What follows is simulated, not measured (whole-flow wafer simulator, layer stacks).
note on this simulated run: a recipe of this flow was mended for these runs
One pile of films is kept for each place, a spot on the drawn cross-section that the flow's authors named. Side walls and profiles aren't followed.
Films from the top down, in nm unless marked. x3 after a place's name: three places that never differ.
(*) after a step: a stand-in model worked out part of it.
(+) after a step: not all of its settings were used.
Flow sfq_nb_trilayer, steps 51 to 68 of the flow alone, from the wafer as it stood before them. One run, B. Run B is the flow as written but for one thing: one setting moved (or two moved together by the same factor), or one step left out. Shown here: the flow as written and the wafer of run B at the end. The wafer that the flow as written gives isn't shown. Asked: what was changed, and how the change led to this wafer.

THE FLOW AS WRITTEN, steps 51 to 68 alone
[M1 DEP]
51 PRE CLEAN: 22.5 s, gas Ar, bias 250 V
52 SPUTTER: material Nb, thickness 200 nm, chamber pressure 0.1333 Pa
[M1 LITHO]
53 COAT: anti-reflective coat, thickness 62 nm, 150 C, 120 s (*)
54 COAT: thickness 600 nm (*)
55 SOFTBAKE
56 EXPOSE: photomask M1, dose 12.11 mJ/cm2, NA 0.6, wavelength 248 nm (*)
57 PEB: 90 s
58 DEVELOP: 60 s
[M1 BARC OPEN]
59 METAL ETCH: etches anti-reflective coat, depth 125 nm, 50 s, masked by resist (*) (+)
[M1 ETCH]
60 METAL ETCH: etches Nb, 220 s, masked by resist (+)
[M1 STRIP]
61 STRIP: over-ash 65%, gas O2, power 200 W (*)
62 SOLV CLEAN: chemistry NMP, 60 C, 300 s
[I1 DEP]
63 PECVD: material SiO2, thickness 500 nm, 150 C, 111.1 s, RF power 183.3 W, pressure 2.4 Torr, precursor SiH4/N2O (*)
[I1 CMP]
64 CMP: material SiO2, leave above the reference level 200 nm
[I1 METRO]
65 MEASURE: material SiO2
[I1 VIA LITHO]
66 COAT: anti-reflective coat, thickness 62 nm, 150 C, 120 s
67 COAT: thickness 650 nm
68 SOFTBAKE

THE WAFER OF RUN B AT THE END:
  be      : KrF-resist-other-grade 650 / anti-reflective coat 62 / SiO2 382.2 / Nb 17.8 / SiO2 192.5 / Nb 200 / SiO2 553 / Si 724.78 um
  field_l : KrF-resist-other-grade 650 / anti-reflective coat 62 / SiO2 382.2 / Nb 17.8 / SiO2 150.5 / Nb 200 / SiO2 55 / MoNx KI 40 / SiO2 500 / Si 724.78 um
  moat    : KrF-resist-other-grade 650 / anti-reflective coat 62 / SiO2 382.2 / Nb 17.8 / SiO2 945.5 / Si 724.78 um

The cause: step 60, METAL ETCH: 167 s was run, where the flow has 220 s.

How the change led to this, step by step:
  60 METAL ETCH: etches Nb, 220 s, masked by resist (+)
      field_l, be, be_sur and 79 more: Nb -182.2 (as written it would be: Nb -200 (all of it), SiO2 -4)
      v_sur, via_wl, via_w and 21 more: KrF-resist-other-grade -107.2 (as written it would be: KrF-resist-other-grade -141.2)
  61 STRIP: over-ash 65%, gas O2, power 200 W (*)
      wl_j_sl x16: KrF-resist-other-grade -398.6 (all of it), anti-reflective coat -62 (all of it) (as written it would be: KrF-resist-other-grade -364.6 (all of it), anti-reflective coat -62 (all of it))
      v_sur: KrF-resist-other-grade -395.9 (all of it), anti-reflective coat -45.6 (all of it) (as written it would be: KrF-resist-other-grade -361.9 (all of it), anti-reflective coat -45.6 (all of it))
      (and at 7 more places)
  63 PECVD: material SiO2, thickness 500 nm, 150 C, 111.1 s, RF power 183.3 W, pressure 2.4 Torr, precursor SiH4/N2O (*)
      field_l, be, be_sur and 72 more: SiO2 +500 (new film) (as written it would be: SiO2 +500)
      lsp_m, ln_m6, lsp_r, l0_sur, l0v: SiO2 +500 (new film) (as written it would be: SiO2 +494.8)
      (and at 2 more places)
  64 CMP: material SiO2, leave above the reference level 200 nm
      field_l, be, be_sur and 72 more: SiO2 -117.8 (as written it would be: SiO2 -96)
      lsp_m, ln_m6, lsp_r, l0_sur, l0v: SiO2 -117.8 (as written it would be: SiO2 -90.8)
Counting metal films that touch as one body, be has 2 bodies (between them, from the top down: SiO2 192.5); the flow as written gives 1 body.
Counting metal films that touch as one body, field_l has 3 bodies (between them, from the top down: SiO2 150.5; SiO2 55); the flow as written gives 2 bodies (between them, from the top down: SiO2 55).
Counting metal films that touch as one body, moat has 1 body; the flow as written gives 0 bodies.
